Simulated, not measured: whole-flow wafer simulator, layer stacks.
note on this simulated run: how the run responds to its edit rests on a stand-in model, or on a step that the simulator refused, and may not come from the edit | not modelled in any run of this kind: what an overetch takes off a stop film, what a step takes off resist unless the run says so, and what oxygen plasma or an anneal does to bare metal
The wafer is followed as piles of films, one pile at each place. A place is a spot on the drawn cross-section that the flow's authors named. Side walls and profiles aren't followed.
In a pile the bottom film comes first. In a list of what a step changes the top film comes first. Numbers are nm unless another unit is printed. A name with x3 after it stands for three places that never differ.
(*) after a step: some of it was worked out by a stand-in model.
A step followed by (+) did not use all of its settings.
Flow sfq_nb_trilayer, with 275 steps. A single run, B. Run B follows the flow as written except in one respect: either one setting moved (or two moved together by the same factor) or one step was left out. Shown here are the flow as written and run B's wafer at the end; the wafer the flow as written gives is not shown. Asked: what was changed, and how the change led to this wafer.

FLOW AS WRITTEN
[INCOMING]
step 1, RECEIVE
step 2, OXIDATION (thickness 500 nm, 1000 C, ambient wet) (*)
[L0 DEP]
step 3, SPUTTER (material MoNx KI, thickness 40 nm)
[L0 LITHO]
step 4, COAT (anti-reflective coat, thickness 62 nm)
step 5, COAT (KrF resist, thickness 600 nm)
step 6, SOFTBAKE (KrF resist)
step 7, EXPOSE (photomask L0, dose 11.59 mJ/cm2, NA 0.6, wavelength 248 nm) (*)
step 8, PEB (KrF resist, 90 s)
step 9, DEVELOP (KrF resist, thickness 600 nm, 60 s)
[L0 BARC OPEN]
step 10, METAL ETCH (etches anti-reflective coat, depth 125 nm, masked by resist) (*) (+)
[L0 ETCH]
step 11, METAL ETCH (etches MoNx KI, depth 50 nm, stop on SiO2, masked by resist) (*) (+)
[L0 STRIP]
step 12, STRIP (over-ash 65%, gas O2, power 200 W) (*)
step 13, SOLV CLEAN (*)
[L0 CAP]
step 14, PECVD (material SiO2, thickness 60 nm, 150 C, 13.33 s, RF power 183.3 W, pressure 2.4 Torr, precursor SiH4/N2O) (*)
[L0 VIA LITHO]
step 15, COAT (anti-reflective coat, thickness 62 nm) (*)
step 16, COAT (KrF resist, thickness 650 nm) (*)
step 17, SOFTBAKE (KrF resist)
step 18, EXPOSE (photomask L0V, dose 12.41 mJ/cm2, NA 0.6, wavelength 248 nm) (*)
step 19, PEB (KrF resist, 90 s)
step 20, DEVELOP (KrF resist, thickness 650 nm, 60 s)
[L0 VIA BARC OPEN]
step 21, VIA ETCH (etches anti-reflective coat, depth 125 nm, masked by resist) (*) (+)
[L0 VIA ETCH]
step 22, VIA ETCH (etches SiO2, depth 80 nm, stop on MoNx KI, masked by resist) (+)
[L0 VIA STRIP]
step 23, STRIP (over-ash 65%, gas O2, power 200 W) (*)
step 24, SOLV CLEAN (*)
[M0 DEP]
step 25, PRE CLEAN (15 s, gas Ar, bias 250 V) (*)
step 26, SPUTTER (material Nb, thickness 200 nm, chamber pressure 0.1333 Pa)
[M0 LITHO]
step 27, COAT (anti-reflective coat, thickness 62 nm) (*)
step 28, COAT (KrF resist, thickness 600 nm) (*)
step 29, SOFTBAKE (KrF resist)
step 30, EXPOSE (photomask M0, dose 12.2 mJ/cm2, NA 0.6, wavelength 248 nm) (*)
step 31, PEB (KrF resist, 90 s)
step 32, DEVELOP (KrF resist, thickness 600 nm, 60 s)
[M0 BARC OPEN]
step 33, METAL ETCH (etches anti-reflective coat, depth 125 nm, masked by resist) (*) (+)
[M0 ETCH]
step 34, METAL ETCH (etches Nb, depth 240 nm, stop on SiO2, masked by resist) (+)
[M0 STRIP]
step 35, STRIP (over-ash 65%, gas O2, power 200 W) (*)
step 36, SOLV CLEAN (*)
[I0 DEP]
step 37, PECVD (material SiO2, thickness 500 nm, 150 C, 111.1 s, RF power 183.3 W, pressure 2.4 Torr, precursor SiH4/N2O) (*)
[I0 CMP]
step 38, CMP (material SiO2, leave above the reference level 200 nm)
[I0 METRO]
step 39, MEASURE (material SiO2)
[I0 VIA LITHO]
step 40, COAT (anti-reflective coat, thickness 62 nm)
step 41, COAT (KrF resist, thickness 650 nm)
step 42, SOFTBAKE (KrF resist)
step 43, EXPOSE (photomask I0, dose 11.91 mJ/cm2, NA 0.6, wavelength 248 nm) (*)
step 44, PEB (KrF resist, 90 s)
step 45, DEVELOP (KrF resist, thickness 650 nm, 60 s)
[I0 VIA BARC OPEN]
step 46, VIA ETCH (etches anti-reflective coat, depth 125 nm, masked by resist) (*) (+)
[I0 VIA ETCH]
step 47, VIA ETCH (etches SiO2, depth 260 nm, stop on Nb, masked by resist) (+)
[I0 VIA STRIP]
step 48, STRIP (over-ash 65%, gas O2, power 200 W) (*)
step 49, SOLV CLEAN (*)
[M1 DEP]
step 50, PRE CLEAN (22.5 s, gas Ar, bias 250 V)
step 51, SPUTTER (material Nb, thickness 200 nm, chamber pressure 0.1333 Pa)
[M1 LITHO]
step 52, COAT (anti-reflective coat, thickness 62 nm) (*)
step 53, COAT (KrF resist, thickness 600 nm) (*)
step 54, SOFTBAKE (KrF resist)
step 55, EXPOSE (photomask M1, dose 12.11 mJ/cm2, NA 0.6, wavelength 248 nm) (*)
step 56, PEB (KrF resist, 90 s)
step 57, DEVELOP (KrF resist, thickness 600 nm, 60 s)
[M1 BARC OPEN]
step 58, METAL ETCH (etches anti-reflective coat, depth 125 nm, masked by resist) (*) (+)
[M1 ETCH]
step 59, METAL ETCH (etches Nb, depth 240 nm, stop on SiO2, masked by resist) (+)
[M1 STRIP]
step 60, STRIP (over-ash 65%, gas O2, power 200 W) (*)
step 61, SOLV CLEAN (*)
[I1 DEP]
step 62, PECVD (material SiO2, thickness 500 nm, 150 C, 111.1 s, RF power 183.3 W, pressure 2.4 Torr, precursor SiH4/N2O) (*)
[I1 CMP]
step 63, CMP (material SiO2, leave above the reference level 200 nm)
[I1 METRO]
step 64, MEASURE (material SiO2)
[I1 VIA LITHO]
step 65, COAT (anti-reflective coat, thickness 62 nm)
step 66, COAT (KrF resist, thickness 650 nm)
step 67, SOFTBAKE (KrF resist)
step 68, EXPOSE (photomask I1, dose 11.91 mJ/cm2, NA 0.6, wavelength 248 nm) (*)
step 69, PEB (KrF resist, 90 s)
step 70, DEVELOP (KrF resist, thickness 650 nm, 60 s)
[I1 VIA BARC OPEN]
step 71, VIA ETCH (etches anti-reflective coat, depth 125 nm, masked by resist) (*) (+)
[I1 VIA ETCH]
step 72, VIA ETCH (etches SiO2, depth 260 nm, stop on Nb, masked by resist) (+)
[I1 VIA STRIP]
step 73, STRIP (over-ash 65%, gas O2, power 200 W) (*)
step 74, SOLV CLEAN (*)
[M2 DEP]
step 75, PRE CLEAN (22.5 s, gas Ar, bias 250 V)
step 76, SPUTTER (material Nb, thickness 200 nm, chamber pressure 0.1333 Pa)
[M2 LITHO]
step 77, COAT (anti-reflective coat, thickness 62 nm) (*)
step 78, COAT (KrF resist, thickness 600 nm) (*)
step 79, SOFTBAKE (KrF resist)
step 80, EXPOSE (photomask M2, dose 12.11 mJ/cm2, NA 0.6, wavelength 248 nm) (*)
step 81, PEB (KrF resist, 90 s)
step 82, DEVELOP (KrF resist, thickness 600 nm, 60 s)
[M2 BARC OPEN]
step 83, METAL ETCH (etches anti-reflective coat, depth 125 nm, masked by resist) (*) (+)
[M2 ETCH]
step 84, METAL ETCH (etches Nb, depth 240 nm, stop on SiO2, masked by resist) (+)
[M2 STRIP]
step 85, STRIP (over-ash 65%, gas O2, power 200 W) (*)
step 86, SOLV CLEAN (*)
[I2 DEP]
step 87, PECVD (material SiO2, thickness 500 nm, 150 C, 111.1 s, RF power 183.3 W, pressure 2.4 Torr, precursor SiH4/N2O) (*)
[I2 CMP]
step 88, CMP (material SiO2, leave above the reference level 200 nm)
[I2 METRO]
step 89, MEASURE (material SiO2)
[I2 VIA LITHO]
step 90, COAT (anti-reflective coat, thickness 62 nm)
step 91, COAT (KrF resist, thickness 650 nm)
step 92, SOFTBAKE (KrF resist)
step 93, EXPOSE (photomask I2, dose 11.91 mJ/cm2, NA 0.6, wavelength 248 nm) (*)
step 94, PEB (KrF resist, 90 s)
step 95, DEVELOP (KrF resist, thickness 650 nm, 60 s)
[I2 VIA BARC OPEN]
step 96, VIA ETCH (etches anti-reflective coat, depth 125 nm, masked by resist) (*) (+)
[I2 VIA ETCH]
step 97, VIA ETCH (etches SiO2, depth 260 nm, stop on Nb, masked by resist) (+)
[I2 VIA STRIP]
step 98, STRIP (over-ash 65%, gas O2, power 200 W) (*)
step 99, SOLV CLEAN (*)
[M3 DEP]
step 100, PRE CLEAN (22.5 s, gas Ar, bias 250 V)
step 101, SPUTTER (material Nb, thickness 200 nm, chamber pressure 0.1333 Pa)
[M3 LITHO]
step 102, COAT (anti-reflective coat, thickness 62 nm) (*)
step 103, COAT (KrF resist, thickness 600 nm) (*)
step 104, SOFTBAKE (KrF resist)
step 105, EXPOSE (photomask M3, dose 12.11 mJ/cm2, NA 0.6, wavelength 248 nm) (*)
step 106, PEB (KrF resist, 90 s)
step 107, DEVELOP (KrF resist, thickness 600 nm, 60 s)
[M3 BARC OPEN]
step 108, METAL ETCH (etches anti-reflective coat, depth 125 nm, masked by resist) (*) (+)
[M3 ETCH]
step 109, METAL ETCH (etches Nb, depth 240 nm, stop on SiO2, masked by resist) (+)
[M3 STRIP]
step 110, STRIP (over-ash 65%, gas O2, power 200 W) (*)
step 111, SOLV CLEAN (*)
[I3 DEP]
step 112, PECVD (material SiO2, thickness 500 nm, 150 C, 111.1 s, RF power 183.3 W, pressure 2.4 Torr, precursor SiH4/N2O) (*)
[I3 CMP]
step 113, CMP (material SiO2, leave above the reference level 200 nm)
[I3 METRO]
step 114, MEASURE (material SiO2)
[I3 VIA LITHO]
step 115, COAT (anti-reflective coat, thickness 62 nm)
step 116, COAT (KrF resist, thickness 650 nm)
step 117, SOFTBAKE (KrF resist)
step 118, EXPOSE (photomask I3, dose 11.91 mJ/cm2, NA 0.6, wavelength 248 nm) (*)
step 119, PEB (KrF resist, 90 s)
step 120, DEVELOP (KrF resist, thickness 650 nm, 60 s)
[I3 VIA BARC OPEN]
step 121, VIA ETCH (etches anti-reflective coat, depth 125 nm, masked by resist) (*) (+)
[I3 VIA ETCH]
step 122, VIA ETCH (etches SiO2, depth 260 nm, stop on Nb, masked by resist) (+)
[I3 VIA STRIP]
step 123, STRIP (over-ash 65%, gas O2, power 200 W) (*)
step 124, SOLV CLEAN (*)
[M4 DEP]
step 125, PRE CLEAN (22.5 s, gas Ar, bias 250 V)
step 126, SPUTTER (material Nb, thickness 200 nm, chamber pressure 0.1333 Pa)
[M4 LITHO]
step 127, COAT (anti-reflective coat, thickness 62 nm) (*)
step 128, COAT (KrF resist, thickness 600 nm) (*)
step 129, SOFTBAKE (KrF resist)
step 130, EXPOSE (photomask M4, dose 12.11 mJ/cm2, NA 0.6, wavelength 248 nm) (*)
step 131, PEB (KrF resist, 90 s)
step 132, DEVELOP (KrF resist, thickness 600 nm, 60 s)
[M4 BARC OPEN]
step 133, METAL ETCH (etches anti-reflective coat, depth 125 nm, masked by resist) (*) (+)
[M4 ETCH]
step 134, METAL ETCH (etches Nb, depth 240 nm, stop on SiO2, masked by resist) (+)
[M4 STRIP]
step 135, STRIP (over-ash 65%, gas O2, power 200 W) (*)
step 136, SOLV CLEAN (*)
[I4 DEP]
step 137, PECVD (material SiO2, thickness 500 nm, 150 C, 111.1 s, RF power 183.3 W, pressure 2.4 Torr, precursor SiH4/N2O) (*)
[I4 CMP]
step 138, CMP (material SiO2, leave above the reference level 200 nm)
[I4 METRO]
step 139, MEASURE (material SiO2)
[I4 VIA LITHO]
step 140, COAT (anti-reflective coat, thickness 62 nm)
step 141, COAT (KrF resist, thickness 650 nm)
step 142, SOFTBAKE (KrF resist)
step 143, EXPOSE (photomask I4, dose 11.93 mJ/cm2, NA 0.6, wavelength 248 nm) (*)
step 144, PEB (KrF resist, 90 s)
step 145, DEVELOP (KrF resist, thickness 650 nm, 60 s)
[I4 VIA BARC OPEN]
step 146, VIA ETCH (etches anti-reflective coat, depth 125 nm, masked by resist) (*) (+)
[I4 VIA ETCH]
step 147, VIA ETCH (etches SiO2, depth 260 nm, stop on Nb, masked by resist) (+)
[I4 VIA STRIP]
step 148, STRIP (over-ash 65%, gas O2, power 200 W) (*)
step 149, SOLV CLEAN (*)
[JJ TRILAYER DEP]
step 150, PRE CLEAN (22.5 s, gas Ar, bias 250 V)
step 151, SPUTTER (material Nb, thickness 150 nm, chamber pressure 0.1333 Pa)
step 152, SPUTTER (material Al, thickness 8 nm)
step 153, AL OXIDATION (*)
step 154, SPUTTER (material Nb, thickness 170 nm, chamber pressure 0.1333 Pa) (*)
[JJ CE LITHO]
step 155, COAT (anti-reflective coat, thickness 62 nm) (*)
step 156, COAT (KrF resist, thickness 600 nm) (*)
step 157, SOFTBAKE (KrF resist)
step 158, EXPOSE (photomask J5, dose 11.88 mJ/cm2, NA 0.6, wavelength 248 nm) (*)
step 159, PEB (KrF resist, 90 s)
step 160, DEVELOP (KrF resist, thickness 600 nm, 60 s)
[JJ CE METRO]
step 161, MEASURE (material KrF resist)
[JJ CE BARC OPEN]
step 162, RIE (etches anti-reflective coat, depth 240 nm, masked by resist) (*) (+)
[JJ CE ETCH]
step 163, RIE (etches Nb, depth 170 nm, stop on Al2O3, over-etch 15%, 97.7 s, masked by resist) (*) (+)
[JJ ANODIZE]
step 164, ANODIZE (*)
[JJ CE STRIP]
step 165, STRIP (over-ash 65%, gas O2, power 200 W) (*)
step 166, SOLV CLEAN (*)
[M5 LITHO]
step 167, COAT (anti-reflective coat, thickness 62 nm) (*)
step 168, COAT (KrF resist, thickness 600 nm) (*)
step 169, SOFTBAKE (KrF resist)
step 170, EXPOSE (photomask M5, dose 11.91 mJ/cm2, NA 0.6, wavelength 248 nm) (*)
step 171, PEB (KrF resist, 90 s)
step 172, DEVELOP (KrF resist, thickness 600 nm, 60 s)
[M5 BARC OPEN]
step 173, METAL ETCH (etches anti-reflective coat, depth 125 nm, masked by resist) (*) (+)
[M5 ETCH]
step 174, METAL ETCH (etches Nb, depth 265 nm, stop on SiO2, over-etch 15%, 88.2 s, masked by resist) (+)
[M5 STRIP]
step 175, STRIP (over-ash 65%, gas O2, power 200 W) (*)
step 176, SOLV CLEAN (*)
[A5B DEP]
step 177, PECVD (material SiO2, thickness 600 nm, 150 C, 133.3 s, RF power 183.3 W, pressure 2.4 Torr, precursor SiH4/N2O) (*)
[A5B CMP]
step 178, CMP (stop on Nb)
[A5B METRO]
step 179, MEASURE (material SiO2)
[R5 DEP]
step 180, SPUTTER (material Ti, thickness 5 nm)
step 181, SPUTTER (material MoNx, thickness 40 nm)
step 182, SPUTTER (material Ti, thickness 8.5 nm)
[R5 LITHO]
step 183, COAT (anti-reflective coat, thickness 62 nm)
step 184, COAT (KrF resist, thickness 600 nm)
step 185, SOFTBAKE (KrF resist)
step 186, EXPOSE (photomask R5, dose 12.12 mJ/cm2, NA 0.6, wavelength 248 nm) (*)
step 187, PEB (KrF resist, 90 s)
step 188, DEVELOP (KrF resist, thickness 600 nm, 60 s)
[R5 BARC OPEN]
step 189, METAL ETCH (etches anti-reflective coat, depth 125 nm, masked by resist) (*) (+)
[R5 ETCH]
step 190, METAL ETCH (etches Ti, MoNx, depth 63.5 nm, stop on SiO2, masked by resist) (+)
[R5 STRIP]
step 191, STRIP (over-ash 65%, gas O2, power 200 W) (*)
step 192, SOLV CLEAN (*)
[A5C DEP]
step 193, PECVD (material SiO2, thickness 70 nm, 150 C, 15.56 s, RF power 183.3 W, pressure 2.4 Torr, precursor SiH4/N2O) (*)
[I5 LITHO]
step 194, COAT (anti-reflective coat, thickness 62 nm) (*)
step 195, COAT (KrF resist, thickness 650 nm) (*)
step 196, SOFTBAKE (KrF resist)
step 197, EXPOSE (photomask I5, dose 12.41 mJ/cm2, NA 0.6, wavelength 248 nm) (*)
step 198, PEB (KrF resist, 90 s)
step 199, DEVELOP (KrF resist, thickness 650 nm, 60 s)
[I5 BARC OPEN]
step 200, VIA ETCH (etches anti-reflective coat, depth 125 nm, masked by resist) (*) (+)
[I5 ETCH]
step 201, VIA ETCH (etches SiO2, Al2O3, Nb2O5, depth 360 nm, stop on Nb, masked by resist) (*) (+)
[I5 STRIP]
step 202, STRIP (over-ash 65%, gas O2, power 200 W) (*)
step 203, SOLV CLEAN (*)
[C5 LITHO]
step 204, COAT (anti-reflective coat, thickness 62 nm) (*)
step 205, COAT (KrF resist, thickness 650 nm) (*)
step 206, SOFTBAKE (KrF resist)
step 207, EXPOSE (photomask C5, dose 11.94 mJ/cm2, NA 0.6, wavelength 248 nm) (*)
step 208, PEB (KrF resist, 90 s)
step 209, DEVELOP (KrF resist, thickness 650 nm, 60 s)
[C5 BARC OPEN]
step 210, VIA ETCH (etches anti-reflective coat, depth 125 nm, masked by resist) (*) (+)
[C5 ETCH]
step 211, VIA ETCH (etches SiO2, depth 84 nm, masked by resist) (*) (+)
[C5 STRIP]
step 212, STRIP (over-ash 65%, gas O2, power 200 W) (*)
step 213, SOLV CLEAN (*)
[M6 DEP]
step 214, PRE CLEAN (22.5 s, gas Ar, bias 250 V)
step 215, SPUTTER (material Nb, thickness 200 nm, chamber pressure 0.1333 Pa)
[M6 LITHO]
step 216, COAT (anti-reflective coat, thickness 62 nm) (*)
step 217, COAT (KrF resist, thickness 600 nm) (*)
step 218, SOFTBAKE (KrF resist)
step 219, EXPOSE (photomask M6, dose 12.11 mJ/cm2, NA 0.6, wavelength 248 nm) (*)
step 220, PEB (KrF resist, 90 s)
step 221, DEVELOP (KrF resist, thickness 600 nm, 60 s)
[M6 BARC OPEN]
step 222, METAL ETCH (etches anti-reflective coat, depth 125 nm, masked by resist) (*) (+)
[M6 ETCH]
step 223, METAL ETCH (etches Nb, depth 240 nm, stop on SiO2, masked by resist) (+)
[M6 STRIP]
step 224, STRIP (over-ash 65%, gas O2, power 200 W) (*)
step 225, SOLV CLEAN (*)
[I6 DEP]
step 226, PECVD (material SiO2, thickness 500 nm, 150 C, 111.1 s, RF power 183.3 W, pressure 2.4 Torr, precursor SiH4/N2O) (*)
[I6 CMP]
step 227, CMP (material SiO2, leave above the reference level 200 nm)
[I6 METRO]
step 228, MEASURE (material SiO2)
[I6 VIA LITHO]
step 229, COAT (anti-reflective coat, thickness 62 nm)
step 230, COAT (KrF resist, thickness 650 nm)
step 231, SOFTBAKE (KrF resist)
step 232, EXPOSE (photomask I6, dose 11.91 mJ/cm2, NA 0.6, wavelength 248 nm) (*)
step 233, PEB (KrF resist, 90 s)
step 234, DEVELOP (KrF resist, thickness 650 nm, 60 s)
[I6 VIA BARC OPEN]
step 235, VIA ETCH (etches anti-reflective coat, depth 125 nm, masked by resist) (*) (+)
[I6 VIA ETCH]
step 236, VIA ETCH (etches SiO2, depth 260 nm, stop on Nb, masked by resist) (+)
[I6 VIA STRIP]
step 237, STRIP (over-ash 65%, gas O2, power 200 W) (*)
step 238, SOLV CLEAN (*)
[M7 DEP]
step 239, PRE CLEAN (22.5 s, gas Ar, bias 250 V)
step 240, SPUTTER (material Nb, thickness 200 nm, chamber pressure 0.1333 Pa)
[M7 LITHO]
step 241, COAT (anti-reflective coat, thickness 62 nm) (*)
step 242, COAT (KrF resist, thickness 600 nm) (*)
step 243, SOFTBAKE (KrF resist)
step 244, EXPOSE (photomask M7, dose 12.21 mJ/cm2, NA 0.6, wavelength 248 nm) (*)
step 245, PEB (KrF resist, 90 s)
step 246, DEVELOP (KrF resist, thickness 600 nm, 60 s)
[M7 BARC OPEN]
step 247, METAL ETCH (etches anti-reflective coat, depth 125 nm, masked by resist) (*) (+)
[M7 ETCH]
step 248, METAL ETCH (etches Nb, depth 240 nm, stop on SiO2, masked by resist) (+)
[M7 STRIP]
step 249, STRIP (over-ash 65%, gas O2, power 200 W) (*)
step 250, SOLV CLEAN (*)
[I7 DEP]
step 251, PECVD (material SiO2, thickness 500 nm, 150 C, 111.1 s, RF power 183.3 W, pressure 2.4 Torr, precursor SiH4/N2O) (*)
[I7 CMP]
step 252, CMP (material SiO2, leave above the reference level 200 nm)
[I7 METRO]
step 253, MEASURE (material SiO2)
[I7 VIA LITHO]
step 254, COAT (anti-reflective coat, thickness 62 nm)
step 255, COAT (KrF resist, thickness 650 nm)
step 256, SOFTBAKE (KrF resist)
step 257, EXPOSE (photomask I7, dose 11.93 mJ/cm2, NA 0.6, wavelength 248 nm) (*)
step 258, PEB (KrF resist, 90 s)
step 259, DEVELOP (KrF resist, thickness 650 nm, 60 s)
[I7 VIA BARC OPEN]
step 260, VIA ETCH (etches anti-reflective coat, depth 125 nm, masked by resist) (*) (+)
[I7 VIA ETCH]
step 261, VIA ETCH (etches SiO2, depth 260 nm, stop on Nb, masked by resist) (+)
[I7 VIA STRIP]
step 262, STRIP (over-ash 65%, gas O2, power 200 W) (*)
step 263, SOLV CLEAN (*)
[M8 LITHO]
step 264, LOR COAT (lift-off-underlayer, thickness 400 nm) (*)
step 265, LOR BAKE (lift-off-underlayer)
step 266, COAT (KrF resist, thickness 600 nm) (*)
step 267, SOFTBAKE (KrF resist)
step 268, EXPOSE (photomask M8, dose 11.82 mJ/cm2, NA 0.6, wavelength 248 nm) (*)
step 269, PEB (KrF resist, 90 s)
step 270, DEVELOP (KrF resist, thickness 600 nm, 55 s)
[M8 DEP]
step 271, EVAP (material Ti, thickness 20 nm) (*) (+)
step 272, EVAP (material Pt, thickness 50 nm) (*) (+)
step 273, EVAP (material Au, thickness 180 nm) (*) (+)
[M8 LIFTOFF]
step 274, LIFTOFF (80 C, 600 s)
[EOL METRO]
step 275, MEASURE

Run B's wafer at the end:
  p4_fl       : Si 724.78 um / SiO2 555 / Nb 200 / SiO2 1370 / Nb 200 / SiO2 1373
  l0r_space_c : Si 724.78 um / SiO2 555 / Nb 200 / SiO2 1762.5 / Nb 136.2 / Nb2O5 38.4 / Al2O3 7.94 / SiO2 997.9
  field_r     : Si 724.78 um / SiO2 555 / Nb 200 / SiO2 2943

The reason: step 152, SPUTTER: thickness 5.12 nm was run, though the flow has thickness 8 nm.

How this came from the change, step by step:
  step 152, SPUTTER (material Al, thickness 8 nm)
      field_l, v_sur, via_sp and 100 more: Al gains 5.12 (new film) (as written it would have been: Al gains 8 (new film))
      via_wl, via_wr: Al gains 3.29 (new film) (as written it would have been: Al gains 5.14 (new film))
      (as well as at 1 more place)
  step 164, ANODIZE (*)
      field_l, v_sur, via_sp and 96 more: Al2O3 gains 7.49, Nb2O5 gains 38.4 (new film), Al loses 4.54 (all of it), Nb loses 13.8 (as written it would have been: Al2O3 gains 12.2, Nb2O5 gains 29.9 (new film), Al loses 7.42 (all of it), Nb loses 10.8)
      via_wl, via_wr: Al2O3 gains 4.47 (new film), Nb2O5 gains 44.6 (new film), Al loses 2.71 (all of it), Nb loses 16.1 (as written it would have been: Al2O3 gains 7.52 (new film), Nb2O5 gains 39.2 (new film), Al loses 4.56 (all of it), Nb loses 14.1)
      (as well as at 1 more place)
  step 174, METAL ETCH (etches Nb, depth 265 nm, stop on SiO2, over-etch 15%, 88.2 s, masked by resist) (+)
      r_sur, res, r_end and 48 more: Al2O3 loses 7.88 (all of it), Nb2O5 loses 38.4 (all of it), Nb loses 136.2 (all of it), SiO2 loses 12.2 (as written it would have been: Al2O3 loses 12.6 (all of it), Nb2O5 loses 29.9 (all of it), Nb loses 139.2 (all of it), SiO2 loses 12.3)
      field_l, wl_a_sl: Al2O3 loses 7.87 (all of it), Nb2O5 loses 38.4 (all of it), Nb loses 136.2 (all of it), SiO2 loses 12.2 (as written it would have been: Al2O3 loses 12.6 (all of it), Nb2O5 loses 29.9 (all of it), Nb loses 139.2 (all of it), SiO2 loses 12.3)
  step 201, VIA ETCH (etches SiO2, Al2O3, Nb2O5, depth 360 nm, stop on Nb, masked by resist) (*) (+)
      be: SiO2 loses 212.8 (all of it), Al2O3 loses 7.94 (all of it), Nb2O5 loses 38.4 (all of it) (as written it would have been: SiO2 loses 216.4 (all of it), Al2O3 loses 12.7 (all of it), Nb2O5 loses 29.9 (all of it))
